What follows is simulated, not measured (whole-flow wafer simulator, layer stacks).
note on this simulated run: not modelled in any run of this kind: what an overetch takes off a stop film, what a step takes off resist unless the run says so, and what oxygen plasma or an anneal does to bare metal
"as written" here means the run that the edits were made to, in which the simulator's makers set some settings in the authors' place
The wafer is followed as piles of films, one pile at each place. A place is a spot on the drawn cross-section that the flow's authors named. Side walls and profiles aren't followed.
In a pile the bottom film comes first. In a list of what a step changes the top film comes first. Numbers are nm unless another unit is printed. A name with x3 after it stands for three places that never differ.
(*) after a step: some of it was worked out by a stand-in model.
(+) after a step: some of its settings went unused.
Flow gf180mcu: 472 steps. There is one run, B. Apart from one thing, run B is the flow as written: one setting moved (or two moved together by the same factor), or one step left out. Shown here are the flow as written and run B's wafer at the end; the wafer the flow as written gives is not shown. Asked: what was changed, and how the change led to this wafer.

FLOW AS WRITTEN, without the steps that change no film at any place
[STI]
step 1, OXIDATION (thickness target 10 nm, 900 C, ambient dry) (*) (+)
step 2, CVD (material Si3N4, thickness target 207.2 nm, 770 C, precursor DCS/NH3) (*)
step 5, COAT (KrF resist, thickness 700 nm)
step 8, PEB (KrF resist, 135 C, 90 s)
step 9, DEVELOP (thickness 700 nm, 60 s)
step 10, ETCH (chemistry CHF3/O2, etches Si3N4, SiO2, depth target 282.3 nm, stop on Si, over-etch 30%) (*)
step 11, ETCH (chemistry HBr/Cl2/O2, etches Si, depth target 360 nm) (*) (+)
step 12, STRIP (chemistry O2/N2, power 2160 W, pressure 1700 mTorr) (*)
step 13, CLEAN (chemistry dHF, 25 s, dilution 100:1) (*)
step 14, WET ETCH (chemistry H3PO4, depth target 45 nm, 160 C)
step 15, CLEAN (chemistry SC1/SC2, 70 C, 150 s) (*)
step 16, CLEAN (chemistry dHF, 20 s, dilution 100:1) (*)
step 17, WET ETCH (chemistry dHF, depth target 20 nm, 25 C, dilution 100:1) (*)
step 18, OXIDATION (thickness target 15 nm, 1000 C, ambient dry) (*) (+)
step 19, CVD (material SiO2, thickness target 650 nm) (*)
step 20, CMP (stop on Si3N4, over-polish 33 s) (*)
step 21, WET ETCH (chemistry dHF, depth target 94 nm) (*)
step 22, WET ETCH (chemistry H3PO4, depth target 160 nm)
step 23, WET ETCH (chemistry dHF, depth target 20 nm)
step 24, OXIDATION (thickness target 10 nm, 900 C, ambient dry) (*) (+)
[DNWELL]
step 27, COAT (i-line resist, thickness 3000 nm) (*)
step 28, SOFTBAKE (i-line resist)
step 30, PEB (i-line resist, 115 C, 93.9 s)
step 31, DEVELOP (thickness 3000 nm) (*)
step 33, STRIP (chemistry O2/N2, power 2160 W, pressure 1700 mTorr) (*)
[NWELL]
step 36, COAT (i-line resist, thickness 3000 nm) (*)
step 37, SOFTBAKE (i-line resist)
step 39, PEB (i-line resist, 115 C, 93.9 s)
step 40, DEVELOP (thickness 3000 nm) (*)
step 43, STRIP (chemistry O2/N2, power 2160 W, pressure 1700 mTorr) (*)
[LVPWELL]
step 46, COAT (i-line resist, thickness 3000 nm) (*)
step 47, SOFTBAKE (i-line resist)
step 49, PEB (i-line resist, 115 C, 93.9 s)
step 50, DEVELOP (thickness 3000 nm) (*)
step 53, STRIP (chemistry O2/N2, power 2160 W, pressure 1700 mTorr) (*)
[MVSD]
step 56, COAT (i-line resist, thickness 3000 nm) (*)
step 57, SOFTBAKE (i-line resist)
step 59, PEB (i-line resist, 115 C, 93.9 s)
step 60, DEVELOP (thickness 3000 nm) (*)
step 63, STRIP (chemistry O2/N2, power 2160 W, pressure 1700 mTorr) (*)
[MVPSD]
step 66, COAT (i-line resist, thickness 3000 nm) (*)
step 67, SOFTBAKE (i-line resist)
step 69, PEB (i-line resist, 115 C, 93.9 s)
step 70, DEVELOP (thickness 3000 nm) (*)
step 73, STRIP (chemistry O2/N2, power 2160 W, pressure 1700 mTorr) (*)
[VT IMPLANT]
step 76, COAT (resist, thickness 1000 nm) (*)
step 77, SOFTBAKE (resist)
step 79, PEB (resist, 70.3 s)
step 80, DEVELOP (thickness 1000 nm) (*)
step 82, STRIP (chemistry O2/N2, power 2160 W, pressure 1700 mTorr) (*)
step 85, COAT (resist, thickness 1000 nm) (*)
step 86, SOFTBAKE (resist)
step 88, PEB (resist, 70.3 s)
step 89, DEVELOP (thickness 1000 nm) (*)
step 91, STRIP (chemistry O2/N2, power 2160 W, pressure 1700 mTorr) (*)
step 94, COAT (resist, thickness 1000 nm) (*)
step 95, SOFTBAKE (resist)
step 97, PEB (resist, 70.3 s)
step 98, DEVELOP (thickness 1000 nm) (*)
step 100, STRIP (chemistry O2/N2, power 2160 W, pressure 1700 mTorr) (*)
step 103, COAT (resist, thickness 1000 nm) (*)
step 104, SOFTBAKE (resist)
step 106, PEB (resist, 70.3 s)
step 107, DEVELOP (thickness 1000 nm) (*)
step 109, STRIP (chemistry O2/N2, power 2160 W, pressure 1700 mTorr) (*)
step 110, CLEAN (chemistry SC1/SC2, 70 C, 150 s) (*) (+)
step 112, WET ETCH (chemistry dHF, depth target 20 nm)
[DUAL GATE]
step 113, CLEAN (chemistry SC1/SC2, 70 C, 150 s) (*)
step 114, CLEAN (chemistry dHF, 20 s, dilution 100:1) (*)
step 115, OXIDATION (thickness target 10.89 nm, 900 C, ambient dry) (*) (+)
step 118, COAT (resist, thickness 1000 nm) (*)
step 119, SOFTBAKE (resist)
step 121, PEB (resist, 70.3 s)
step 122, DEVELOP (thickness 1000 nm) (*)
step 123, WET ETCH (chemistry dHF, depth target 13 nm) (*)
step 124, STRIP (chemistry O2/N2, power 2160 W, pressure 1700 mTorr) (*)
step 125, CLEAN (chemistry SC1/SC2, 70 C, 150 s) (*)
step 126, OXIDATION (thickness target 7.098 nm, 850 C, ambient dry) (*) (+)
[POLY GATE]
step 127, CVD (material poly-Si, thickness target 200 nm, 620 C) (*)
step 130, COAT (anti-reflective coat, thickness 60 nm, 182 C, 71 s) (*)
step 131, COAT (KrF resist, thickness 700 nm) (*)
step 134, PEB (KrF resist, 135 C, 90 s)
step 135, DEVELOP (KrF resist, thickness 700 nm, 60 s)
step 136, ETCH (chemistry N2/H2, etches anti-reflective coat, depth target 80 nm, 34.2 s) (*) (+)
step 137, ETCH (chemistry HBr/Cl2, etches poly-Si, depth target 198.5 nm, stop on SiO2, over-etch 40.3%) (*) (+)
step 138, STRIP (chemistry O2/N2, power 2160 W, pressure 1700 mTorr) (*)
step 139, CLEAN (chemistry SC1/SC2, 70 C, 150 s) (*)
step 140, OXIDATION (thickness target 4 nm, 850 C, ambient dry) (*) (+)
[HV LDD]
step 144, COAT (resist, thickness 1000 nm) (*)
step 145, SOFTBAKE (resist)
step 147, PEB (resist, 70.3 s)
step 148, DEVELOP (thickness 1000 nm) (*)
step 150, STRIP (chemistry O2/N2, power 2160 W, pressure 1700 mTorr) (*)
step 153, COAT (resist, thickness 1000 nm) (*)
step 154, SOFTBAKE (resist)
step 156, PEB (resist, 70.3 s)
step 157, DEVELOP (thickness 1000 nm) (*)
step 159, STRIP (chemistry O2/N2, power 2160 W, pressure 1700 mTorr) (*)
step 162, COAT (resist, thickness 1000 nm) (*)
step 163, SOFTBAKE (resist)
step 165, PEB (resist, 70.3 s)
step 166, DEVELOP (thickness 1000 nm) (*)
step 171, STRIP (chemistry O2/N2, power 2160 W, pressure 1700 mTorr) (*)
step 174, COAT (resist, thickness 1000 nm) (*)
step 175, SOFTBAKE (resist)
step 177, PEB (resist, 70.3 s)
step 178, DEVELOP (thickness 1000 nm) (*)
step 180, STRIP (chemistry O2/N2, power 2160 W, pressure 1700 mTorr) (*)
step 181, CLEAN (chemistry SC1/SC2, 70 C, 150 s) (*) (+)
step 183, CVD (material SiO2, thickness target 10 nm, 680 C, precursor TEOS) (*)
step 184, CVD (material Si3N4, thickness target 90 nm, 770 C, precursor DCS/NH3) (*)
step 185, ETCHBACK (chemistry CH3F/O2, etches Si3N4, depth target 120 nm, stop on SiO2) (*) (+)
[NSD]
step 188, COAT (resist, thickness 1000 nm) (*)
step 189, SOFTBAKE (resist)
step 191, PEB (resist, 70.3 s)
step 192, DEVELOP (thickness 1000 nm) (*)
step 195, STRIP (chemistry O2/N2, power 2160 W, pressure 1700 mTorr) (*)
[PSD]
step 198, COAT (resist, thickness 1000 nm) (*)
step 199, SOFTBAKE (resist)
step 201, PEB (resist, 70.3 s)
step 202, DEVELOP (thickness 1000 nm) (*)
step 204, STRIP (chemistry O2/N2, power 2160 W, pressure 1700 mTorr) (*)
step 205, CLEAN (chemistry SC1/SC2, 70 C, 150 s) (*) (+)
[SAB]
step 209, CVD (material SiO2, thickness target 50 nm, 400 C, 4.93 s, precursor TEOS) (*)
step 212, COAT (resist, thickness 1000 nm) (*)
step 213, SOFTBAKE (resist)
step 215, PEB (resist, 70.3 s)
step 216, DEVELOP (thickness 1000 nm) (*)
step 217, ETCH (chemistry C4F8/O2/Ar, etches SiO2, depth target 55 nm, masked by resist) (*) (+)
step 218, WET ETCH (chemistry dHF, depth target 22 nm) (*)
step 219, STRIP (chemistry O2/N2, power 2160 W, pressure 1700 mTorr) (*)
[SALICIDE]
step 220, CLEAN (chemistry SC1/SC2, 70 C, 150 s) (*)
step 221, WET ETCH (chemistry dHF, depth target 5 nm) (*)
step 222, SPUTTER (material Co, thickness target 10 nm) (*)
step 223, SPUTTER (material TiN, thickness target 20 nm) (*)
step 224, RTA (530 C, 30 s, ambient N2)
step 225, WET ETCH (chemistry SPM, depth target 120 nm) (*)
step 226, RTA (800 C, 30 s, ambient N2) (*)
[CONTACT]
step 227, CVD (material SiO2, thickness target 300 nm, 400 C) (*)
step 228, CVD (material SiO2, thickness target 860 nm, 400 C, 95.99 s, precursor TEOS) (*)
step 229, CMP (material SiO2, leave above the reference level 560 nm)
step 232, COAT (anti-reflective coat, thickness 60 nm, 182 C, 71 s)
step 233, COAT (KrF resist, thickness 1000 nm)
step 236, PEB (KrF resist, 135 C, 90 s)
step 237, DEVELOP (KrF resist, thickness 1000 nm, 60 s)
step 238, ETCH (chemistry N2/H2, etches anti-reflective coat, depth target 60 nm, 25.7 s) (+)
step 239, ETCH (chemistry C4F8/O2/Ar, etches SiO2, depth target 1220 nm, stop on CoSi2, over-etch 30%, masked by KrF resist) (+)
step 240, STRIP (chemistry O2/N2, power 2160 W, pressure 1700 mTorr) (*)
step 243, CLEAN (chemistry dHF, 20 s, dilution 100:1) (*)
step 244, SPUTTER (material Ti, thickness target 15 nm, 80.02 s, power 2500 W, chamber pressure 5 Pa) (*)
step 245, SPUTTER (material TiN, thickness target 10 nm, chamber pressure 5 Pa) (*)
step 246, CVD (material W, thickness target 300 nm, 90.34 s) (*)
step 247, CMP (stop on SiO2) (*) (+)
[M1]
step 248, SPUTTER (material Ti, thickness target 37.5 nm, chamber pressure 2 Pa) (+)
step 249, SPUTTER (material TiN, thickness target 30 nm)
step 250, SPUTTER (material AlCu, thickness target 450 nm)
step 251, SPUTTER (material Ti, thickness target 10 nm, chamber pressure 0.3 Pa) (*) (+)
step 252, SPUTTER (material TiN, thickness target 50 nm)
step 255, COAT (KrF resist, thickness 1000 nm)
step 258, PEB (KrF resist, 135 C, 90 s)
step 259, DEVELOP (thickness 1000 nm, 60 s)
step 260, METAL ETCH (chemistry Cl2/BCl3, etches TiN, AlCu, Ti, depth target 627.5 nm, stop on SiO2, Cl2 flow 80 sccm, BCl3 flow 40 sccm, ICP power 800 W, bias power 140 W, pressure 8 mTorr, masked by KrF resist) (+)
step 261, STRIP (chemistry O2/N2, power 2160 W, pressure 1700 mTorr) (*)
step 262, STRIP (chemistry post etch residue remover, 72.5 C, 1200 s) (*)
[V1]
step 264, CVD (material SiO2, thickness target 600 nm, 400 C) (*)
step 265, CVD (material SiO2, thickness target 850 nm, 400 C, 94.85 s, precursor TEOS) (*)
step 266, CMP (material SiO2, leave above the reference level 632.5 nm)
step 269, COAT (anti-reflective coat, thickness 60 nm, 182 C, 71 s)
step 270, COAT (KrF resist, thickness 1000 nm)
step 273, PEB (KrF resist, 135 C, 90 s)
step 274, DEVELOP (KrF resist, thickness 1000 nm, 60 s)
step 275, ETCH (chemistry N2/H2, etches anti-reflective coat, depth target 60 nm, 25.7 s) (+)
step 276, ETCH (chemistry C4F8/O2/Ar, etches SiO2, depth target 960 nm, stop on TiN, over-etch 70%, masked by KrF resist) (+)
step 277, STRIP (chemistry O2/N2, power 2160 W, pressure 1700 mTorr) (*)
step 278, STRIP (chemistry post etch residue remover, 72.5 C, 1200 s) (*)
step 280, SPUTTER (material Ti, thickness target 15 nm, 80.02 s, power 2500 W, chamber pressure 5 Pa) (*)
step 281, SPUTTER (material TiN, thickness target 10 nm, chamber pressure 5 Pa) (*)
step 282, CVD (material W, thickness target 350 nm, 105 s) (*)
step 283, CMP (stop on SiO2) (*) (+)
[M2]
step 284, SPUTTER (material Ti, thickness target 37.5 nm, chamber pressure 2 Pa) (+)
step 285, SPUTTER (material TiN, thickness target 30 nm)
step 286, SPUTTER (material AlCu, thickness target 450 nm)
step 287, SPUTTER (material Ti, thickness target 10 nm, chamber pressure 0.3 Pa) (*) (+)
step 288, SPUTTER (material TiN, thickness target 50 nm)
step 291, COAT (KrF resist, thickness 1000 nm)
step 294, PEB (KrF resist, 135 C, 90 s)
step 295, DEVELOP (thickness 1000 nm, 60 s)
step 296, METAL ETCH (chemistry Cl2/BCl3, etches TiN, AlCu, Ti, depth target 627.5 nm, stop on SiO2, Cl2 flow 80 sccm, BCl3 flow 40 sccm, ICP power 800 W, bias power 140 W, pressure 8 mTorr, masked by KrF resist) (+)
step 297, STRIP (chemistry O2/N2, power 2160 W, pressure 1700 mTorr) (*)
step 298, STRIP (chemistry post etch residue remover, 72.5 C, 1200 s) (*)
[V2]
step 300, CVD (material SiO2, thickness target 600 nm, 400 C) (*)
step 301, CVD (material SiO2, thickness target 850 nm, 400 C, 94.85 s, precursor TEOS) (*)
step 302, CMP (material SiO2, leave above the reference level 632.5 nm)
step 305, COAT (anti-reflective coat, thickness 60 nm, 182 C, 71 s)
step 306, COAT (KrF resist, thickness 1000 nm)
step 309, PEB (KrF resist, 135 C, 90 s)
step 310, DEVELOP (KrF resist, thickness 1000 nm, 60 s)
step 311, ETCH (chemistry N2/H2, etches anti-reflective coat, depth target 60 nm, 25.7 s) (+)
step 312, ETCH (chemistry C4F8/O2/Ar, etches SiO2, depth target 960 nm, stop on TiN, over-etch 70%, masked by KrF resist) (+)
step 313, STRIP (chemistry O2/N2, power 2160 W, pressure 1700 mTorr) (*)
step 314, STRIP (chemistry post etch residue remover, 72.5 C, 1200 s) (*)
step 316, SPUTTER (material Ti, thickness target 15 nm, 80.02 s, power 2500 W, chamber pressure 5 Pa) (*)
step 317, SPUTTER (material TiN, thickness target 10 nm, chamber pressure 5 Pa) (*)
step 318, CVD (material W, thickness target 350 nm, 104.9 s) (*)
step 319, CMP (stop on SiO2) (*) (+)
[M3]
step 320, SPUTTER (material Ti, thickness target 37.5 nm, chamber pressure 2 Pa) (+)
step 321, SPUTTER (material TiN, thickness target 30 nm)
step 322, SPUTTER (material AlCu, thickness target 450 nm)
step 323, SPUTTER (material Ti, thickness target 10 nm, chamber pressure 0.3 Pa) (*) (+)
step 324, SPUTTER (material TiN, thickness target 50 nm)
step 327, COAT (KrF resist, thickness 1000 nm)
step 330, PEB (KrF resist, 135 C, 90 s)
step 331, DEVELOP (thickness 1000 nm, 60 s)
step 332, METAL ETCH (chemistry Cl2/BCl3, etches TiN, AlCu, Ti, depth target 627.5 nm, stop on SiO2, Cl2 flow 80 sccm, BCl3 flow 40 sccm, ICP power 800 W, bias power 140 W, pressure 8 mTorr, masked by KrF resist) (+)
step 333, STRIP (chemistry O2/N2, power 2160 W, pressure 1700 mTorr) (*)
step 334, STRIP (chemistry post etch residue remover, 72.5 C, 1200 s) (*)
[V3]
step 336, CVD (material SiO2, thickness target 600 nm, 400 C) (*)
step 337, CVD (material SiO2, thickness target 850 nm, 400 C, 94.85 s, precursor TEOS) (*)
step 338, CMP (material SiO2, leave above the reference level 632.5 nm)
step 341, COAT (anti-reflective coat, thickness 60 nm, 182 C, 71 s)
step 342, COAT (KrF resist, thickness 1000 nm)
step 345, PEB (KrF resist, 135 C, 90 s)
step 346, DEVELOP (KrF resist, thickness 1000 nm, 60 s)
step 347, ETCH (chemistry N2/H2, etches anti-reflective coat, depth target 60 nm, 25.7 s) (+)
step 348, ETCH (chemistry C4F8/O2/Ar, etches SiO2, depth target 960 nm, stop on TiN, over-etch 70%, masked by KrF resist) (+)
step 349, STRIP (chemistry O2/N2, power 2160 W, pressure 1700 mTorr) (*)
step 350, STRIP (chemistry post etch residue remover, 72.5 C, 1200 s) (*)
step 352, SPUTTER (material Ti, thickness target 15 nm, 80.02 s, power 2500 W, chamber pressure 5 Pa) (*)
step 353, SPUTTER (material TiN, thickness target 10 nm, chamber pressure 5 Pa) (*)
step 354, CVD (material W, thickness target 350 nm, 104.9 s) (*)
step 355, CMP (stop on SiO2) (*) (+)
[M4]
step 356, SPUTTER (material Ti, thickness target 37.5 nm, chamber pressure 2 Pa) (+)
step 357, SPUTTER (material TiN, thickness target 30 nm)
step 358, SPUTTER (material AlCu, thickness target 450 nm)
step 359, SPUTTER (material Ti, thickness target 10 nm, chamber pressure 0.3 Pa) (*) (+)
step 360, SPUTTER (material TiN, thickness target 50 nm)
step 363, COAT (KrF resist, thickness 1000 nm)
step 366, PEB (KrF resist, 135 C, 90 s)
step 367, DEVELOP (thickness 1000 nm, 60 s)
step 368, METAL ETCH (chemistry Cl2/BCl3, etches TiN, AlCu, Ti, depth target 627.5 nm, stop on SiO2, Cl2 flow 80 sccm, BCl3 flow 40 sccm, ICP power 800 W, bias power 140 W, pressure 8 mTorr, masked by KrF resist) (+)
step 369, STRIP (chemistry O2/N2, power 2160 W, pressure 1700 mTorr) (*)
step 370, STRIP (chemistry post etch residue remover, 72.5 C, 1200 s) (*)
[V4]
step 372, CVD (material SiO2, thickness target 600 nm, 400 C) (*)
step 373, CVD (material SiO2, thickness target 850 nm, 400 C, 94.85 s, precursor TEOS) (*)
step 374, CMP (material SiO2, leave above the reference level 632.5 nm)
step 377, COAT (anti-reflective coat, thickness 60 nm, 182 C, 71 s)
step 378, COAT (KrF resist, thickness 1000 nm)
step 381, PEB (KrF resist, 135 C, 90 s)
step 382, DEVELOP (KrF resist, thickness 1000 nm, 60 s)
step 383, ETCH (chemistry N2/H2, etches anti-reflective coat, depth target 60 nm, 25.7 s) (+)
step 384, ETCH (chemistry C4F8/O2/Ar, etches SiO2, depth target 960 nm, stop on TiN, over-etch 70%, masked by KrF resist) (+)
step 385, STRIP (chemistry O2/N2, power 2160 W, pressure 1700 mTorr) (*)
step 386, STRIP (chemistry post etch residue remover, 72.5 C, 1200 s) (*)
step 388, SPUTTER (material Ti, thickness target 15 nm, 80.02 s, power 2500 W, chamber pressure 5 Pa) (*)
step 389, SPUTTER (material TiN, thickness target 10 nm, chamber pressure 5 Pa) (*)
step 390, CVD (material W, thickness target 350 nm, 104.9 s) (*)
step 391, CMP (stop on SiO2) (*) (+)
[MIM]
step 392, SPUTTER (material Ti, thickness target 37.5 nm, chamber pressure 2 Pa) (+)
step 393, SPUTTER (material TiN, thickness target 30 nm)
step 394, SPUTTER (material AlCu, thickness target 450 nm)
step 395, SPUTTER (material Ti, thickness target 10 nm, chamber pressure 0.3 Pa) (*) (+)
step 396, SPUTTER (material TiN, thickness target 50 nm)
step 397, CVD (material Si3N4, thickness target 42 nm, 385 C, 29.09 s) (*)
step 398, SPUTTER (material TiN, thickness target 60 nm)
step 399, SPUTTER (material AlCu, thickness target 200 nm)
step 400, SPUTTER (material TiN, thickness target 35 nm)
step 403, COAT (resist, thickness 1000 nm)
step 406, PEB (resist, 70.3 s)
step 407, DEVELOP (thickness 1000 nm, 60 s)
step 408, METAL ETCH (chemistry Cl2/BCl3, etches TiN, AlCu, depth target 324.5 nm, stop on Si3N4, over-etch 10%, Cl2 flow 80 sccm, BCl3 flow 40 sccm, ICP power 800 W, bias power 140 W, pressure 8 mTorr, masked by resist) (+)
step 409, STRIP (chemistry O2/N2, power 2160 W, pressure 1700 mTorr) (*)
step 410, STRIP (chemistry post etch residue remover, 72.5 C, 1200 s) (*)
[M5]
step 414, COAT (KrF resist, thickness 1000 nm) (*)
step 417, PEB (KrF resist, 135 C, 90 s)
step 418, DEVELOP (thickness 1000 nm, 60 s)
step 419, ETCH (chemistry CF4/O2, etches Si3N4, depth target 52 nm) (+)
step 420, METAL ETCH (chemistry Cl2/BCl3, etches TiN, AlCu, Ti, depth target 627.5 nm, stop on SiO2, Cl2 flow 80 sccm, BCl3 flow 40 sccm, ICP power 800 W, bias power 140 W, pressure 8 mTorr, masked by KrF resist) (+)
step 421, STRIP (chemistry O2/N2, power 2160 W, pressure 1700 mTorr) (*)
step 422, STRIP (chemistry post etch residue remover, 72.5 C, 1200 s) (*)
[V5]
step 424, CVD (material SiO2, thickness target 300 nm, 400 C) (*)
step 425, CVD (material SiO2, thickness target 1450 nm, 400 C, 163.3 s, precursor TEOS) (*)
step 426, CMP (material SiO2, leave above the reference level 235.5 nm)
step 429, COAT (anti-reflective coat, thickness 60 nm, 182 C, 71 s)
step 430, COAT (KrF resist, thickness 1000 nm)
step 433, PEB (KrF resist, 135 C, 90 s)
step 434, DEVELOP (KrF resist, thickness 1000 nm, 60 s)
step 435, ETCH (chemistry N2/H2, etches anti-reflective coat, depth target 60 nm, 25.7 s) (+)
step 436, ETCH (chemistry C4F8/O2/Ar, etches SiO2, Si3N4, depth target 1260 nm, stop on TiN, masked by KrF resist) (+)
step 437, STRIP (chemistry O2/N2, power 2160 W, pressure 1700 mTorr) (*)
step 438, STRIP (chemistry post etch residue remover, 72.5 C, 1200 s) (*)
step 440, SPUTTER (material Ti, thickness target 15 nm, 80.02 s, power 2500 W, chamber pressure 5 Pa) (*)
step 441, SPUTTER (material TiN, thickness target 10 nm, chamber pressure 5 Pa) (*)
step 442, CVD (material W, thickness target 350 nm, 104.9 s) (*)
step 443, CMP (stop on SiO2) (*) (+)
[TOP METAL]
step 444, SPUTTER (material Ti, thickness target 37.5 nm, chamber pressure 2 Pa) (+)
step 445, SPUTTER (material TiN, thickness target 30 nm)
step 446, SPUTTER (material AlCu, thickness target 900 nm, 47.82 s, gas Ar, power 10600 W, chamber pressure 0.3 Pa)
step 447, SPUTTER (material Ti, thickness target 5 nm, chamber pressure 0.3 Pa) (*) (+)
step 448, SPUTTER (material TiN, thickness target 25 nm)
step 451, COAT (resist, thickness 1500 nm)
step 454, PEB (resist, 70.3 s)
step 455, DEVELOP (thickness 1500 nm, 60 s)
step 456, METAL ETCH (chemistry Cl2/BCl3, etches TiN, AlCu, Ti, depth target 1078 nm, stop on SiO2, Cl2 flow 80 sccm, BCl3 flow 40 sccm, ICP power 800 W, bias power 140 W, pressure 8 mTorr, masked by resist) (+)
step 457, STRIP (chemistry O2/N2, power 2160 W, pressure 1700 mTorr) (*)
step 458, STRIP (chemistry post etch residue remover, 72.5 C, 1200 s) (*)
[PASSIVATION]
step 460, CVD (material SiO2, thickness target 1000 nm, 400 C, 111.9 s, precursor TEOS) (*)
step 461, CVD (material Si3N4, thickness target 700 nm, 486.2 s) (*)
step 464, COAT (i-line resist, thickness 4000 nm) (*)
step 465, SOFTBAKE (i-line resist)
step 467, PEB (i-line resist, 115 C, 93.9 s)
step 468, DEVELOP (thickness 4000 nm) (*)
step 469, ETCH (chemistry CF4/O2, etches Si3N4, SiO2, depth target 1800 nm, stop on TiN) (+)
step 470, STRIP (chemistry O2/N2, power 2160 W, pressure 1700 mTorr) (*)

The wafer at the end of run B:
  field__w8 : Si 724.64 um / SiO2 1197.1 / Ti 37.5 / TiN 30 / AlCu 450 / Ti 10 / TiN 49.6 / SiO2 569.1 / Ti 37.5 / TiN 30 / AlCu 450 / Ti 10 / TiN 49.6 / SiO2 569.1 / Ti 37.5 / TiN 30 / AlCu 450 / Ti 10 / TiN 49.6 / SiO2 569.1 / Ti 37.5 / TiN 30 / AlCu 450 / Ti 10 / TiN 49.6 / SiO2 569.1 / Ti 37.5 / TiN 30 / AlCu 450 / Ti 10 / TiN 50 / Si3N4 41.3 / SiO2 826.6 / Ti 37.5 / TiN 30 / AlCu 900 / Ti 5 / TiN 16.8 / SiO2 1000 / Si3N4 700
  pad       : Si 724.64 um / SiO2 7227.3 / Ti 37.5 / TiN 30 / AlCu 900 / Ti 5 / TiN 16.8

What caused this: step 448, SPUTTER: thickness target 17.2 nm was run, though the flow has thickness target 25 nm.

How this came from the change, step by step:
  step 448, SPUTTER (material TiN, thickness target 25 nm)
      field, field__w1, field__w2 and 109 more: +17.2 TiN (new film) (in the flow as written it would be: +25 TiN (new film))
  step 456, METAL ETCH (chemistry Cl2/BCl3, etches TiN, AlCu, Ti, depth target 1078 nm, stop on SiO2, Cl2 flow 80 sccm, BCl3 flow 40 sccm, ICP power 800 W, bias power 140 W, pressure 8 mTorr, masked by resist) (+)
      field, field__w1, field__w2 and 103 more: -17.2 TiN (all of it), -5 Ti (all of it), -900 AlCu (all of it), -30 TiN (all of it), -37.5 Ti (all of it) (in the flow as written it would be: -25 TiN (all of it), -5 Ti (all of it), -900 AlCu (all of it), -30 TiN (all of it), -37.5 Ti (all of it))
